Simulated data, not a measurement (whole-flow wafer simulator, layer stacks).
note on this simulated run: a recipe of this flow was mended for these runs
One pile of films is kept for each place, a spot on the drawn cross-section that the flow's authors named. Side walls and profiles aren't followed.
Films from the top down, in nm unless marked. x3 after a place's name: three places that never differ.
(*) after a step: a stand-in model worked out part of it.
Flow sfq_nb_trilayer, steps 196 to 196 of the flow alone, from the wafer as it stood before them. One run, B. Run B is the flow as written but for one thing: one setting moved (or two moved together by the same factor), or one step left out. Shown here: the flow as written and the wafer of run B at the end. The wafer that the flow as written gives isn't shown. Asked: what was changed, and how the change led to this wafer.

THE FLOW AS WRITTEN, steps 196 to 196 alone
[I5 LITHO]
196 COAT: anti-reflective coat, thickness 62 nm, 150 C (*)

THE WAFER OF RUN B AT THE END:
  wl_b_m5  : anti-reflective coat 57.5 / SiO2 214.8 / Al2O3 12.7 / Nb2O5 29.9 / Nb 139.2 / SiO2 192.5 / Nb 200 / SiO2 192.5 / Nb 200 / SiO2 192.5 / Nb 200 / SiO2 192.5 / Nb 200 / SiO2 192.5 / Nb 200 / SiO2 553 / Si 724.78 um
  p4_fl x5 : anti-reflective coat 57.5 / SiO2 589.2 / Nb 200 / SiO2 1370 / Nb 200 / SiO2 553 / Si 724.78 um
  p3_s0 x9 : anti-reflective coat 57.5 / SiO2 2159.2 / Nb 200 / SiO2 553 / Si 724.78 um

The cause: step 196, COAT: thickness 57.5 nm was run, where the flow has thickness 62 nm.
It can be read off the wafer: wl_b_m5 has anti-reflective coat 57.5, and step 196 as written asks for 62 nm.

How the change led to this, step by step:
  196 COAT: anti-reflective coat, thickness 62 nm, 150 C (*)
      p4_fl x5, p4_w1 x9, p3_s0 x9 and 41 more: anti-reflective coat +57.5 (new film) (as written it would be: anti-reflective coat +62 (new film))
      via_wl, via_w, via_wr, via_sp, via_v, lsp_r, l0_sur, l0v: anti-reflective coat +57.8 (new film) (as written it would be: anti-reflective coat +62.3 (new film))
      (and at 34 more places)
